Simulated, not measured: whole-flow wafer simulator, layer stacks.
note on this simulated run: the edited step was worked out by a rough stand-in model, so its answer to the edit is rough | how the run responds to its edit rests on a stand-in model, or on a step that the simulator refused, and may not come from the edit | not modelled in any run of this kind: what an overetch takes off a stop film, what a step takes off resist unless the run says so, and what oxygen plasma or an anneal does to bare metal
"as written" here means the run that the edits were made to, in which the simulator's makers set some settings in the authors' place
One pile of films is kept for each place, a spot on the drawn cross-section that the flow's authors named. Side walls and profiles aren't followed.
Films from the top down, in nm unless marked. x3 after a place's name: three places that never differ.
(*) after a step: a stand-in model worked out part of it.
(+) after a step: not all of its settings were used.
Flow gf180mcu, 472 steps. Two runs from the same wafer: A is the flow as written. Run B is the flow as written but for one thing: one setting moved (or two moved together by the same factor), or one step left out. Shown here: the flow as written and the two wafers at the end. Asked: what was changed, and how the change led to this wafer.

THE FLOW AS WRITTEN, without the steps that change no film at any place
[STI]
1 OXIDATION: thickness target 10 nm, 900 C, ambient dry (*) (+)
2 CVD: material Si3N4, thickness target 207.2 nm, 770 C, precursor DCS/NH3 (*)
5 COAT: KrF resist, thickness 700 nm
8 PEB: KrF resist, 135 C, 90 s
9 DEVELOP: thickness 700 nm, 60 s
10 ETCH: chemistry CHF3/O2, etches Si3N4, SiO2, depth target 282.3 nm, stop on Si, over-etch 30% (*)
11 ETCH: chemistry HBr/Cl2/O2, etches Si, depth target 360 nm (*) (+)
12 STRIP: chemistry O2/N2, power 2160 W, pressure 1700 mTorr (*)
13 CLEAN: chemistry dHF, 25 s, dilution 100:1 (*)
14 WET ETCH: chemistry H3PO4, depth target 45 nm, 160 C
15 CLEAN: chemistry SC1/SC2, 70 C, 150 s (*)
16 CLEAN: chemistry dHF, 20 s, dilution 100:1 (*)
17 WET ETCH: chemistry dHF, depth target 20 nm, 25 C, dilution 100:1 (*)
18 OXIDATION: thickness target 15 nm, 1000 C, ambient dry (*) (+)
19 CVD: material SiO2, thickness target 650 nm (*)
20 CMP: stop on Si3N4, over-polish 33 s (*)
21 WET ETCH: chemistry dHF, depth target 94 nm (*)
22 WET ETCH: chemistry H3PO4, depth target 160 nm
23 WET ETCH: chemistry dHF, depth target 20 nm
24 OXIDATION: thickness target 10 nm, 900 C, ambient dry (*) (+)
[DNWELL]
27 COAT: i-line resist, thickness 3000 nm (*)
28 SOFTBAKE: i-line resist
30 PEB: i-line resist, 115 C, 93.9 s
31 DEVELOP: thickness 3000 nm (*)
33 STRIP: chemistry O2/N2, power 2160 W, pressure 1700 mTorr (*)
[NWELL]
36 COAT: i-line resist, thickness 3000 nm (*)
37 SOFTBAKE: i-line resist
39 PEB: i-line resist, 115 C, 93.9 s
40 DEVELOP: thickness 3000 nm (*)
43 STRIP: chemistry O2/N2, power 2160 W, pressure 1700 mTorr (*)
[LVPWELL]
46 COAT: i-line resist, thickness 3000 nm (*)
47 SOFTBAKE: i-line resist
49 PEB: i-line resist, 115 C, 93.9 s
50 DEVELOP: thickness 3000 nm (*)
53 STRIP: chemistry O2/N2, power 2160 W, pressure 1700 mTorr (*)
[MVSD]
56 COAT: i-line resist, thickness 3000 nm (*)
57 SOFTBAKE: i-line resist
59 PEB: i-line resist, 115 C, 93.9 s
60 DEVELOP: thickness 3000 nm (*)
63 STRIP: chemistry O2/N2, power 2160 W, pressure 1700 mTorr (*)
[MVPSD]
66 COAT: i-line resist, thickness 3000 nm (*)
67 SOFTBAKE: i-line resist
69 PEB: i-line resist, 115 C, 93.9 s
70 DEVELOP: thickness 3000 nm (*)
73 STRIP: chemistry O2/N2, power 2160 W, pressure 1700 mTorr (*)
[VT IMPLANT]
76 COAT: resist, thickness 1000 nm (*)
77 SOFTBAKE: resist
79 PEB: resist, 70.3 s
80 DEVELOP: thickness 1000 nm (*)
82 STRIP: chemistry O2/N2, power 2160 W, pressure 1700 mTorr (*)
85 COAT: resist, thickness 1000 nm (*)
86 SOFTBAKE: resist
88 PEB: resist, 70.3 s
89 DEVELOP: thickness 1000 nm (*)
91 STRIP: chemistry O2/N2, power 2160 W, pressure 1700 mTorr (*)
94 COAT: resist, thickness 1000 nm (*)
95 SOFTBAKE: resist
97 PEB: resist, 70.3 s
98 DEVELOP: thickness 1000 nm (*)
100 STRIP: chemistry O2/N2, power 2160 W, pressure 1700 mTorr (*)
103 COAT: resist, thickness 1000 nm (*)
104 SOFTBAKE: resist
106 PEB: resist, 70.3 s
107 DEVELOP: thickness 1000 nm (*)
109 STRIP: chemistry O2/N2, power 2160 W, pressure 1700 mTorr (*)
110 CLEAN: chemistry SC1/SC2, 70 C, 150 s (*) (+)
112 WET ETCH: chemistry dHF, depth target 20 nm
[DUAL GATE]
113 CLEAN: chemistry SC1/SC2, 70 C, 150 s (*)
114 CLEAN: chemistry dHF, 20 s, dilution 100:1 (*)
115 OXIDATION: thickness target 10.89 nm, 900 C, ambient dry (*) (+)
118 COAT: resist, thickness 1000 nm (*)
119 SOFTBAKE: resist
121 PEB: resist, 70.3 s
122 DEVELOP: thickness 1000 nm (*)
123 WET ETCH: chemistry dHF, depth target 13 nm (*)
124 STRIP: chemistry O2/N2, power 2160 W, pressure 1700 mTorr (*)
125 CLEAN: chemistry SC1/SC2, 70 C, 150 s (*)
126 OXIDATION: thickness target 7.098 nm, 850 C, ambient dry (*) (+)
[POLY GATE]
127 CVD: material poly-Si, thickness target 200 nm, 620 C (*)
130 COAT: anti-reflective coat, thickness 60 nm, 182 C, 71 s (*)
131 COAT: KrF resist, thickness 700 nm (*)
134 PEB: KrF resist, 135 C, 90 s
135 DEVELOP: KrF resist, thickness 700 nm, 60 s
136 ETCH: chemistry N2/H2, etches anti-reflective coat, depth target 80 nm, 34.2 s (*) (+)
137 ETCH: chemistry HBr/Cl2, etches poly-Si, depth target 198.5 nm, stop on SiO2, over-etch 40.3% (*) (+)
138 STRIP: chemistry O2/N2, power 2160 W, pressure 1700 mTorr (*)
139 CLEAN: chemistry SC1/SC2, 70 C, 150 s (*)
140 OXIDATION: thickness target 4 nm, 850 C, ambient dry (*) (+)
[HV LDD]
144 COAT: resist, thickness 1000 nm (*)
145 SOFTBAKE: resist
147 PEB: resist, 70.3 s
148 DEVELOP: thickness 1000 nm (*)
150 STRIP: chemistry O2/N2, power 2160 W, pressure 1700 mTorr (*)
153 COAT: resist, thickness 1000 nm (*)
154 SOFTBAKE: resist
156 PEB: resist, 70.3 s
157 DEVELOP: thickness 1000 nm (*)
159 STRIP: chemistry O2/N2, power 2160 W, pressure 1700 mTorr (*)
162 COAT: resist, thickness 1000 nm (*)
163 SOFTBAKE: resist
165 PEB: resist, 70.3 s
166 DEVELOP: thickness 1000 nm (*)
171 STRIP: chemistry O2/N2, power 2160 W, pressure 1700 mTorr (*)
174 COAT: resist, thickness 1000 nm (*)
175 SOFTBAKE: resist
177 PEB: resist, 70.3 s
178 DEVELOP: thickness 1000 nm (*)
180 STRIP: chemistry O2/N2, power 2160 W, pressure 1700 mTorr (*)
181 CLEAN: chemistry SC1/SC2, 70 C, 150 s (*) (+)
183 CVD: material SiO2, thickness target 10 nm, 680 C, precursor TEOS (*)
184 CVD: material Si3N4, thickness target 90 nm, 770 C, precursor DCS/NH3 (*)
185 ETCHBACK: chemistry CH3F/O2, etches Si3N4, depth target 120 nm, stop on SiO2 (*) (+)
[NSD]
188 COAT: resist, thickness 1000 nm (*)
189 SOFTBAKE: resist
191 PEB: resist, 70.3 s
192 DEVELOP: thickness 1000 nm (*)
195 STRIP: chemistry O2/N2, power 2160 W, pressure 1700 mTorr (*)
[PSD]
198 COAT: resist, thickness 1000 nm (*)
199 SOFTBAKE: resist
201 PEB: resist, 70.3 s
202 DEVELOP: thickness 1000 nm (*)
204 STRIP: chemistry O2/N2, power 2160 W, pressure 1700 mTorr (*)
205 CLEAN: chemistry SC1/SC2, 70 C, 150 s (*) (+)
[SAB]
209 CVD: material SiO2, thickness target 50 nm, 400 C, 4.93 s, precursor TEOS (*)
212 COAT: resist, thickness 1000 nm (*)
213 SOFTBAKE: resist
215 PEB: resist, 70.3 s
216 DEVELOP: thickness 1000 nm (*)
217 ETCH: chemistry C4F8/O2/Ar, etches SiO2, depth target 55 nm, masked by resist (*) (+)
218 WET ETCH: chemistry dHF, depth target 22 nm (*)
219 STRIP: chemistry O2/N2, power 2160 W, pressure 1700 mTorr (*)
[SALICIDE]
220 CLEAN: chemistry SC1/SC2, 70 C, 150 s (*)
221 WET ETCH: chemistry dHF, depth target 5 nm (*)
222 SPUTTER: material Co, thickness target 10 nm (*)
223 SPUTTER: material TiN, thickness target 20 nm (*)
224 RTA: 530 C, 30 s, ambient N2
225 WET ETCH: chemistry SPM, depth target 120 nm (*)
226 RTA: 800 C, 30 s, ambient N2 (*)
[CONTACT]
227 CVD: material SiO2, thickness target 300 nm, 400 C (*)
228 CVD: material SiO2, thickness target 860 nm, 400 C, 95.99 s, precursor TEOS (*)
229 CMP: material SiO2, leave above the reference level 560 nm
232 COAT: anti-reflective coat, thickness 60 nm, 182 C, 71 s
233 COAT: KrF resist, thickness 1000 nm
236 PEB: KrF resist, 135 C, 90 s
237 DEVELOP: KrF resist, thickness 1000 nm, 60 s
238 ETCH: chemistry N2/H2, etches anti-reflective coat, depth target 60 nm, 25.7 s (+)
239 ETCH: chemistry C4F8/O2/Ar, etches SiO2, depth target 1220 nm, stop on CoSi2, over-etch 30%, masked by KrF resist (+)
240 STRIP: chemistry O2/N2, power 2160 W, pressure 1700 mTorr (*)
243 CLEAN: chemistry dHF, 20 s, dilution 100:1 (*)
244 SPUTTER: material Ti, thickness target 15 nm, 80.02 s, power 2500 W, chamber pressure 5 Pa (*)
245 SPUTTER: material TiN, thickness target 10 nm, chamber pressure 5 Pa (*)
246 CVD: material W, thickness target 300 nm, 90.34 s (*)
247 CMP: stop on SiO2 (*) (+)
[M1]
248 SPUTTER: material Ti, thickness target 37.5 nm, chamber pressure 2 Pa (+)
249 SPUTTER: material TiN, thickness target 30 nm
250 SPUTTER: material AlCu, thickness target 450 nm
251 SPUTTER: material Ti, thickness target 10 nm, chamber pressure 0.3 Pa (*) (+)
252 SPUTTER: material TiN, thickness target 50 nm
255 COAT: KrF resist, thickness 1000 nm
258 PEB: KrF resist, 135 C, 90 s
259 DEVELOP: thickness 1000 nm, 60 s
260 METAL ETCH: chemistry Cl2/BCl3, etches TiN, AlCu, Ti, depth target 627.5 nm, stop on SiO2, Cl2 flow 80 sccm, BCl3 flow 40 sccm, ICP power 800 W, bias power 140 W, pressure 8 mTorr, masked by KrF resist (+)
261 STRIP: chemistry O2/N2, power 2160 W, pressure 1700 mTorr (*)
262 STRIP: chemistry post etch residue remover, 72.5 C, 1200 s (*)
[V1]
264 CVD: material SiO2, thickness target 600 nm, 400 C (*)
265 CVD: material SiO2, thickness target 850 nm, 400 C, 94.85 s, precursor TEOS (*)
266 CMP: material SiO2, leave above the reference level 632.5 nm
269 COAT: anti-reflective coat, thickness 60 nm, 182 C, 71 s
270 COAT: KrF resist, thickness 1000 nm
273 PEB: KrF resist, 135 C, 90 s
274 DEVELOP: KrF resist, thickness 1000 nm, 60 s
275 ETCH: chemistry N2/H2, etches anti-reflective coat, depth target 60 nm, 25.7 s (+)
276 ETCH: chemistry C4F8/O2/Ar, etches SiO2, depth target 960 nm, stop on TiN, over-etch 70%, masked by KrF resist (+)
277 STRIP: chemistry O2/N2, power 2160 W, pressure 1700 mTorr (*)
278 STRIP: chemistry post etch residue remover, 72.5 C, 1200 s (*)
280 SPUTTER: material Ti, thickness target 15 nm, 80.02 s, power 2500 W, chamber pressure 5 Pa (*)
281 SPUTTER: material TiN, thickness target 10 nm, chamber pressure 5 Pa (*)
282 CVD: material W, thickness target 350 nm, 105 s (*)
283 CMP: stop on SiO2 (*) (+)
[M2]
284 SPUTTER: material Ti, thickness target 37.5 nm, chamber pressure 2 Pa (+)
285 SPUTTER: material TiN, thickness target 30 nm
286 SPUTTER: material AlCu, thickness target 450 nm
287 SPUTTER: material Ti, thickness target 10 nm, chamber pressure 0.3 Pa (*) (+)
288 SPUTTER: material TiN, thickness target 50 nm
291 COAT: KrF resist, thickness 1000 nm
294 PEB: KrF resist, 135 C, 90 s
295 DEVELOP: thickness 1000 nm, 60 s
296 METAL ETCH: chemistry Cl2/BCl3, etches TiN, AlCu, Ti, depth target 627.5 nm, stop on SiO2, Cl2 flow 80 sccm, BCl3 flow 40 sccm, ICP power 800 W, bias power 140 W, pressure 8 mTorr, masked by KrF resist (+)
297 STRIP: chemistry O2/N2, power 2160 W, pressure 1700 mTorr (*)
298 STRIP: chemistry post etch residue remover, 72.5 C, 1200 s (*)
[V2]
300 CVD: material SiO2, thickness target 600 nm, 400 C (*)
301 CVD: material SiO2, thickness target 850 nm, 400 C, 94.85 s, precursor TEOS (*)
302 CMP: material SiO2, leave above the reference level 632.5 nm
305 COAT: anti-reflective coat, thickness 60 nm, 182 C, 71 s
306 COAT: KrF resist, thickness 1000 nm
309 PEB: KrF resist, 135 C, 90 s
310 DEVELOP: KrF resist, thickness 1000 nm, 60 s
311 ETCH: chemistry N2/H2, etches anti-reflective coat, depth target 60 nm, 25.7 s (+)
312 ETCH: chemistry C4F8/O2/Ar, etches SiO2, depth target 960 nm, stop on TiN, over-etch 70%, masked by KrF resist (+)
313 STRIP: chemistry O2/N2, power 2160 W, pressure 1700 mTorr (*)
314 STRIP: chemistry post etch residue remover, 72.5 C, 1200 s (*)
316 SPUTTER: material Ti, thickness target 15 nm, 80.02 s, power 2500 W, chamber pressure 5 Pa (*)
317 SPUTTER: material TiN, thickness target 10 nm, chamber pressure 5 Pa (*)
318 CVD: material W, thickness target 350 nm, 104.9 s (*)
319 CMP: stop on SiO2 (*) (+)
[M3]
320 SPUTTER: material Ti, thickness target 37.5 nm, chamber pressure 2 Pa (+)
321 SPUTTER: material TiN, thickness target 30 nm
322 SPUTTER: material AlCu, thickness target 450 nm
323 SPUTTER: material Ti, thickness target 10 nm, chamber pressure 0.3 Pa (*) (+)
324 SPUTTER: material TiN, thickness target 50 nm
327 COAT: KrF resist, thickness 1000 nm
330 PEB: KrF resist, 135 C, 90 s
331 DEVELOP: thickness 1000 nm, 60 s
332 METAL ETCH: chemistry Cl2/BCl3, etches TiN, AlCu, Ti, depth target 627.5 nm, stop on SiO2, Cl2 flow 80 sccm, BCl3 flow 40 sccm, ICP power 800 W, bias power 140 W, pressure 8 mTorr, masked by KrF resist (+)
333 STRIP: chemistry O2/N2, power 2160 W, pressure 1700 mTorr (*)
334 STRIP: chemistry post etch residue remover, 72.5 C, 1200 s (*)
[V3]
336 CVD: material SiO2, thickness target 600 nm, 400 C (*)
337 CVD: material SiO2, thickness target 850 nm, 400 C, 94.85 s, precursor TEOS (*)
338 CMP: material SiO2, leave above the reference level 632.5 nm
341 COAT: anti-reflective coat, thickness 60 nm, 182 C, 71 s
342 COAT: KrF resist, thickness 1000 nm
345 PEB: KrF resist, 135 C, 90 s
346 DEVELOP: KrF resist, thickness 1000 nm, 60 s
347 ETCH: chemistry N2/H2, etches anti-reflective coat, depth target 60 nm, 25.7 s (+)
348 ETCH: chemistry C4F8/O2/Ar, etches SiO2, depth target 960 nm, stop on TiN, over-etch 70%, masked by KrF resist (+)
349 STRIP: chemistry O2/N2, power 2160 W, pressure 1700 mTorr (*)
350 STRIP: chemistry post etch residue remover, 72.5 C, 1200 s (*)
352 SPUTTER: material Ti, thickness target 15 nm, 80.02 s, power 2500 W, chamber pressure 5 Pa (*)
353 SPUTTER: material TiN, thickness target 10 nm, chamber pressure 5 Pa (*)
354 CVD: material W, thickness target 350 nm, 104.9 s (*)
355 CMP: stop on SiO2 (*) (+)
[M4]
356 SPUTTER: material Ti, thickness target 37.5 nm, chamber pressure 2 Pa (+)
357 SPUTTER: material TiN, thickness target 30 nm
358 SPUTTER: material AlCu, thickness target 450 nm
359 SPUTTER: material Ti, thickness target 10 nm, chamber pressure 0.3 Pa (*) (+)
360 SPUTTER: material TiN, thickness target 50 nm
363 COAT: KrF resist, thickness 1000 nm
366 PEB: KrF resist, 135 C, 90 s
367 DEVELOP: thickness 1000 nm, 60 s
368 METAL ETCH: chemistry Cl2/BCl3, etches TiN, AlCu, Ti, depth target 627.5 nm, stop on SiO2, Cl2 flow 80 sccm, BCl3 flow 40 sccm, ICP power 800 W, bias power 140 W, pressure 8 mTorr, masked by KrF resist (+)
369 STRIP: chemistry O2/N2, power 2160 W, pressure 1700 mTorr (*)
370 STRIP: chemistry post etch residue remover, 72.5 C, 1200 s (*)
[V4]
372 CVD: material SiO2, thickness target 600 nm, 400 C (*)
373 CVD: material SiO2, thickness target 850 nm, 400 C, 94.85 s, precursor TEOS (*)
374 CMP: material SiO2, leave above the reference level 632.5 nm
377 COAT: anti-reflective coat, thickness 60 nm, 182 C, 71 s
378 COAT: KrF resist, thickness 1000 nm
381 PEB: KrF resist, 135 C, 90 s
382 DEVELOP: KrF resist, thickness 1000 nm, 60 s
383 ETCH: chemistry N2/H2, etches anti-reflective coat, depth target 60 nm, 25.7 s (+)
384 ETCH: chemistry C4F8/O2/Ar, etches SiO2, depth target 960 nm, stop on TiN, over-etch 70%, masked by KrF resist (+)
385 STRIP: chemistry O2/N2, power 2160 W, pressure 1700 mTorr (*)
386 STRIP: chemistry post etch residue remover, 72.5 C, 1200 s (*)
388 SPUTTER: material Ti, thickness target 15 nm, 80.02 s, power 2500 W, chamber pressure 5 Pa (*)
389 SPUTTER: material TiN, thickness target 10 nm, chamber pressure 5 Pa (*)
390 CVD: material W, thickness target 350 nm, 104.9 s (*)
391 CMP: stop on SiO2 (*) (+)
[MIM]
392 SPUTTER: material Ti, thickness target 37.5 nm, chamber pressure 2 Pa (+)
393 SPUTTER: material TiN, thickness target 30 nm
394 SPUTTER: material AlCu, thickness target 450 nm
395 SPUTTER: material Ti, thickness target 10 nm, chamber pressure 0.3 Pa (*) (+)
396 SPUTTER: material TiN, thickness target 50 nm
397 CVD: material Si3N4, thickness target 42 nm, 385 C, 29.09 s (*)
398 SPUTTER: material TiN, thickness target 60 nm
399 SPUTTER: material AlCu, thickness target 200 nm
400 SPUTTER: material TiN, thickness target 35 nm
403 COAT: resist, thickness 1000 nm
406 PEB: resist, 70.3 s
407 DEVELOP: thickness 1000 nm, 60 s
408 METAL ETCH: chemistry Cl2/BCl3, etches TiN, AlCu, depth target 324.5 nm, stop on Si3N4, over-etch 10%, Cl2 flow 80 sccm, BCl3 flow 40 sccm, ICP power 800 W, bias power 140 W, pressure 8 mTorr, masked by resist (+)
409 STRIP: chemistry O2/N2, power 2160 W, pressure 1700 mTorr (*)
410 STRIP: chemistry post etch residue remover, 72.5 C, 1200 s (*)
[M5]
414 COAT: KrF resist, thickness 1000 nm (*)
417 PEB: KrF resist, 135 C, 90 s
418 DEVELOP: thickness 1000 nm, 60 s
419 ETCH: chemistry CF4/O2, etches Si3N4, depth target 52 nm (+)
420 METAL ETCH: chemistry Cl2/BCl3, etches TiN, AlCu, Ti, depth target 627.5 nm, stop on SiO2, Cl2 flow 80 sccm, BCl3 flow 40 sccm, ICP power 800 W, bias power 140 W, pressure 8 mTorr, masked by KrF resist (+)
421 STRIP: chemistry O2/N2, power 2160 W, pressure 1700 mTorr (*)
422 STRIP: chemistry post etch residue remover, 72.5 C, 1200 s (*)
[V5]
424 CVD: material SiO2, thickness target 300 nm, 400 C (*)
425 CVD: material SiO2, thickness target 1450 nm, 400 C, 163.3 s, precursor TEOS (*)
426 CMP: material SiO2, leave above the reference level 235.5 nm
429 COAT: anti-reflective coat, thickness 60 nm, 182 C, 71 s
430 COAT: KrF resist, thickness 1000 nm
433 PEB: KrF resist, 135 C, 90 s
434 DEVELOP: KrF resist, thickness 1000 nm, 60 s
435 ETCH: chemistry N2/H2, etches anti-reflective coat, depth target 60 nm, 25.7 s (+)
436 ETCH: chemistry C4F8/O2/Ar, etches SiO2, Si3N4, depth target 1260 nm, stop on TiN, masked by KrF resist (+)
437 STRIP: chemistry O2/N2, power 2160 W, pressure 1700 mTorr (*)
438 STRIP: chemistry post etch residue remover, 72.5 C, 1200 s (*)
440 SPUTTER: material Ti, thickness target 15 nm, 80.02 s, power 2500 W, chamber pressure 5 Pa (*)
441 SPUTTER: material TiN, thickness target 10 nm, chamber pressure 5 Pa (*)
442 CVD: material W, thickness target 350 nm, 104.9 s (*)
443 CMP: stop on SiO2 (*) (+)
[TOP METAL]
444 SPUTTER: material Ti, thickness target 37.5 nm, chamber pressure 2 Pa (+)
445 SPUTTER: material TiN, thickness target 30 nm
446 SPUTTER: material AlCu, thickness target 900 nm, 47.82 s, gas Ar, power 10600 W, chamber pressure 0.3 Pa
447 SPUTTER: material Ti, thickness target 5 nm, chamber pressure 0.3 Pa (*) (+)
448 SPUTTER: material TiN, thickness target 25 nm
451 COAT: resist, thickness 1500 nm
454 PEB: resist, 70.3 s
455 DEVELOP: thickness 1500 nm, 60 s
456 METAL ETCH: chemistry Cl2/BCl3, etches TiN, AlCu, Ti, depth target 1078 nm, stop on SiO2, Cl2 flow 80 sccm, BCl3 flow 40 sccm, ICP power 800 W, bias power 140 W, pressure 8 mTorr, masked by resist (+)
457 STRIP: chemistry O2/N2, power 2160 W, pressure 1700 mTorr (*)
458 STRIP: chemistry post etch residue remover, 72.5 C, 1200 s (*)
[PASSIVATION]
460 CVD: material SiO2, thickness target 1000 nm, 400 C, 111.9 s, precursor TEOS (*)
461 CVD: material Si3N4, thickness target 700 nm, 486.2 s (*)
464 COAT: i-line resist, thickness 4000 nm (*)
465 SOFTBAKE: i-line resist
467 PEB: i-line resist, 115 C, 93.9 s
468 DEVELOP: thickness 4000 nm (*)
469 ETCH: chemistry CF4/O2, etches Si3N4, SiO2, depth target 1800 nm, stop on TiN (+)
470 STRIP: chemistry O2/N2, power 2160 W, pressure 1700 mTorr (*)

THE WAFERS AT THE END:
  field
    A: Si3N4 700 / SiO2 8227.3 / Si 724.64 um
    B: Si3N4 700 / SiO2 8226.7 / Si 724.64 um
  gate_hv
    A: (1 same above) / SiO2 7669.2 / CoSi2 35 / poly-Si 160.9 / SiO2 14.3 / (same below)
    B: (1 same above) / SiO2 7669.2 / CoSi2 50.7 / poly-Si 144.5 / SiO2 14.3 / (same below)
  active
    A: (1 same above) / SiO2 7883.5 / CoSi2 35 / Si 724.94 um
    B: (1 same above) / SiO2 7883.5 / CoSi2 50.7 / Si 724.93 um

The cause: step 222, SPUTTER: thickness target 14.5 nm was run, where the flow has thickness target 10 nm.

How the change led to this, step by step:
  222 SPUTTER: material Co, thickness target 10 nm (*)
      field, field__w7, field__w8 and 72 more: A Co +10 (new film) | B Co +14.5 (new film)
      field__w6, field_sub, field_sub__w2: A Co +9.95 (new film) | B Co +14.4 (new film)
      (and at 33 more places)
  223 SPUTTER: material TiN, thickness target 20 nm (*)
      field__w12: A TiN +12 (new film) | B TiN +12.6 (new film)
  224 RTA: 530 C, 30 s, ambient N2
      gate, gate_hv, gate_p and 22 more: A under 1 film: CoSi +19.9 (new film), Co -10 (all of it), poly-Si -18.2 | B under 1 film: CoSi +28.8 (new film), Co -14.5 (all of it), poly-Si -26.4
      active, p_well, sd_n and 11 more: A under 1 film: CoSi +19.9 (new film), Co -10 (all of it), Si -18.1 | B under 1 film: CoSi +28.8 (new film), Co -14.5 (all of it), Si -26.3
      (and at 10 more places)
  225 WET ETCH: chemistry SPM, depth target 120 nm (*)
      field, field__w7, field__w8 and 32 more: A TiN -20 (all of it), Co -10 (all of it) | B TiN -20 (all of it), Co -14.5 (all of it)
      field__w9, nw_enc_fld_lv__w3: A TiN -19.1 (all of it), Co -9.6 (all of it) | B TiN -19.1 (all of it), Co -13.9 (all of it)
      (and at 25 more places)
  226 RTA: 800 C, 30 s, ambient N2 (*)
      gate, gate_hv, gate_p and 22 more: A CoSi2 +35 (new film), CoSi -19.9 (all of it), poly-Si -18.2 | B CoSi2 +50.7 (new film), CoSi -28.8 (all of it), poly-Si -26.4
      active, p_well, sd_n and 11 more: A CoSi2 +35 (new film), CoSi -19.9 (all of it), Si -18.1 | B CoSi2 +50.7 (new film), CoSi -28.8 (all of it), Si -26.3
      (and at 10 more places)
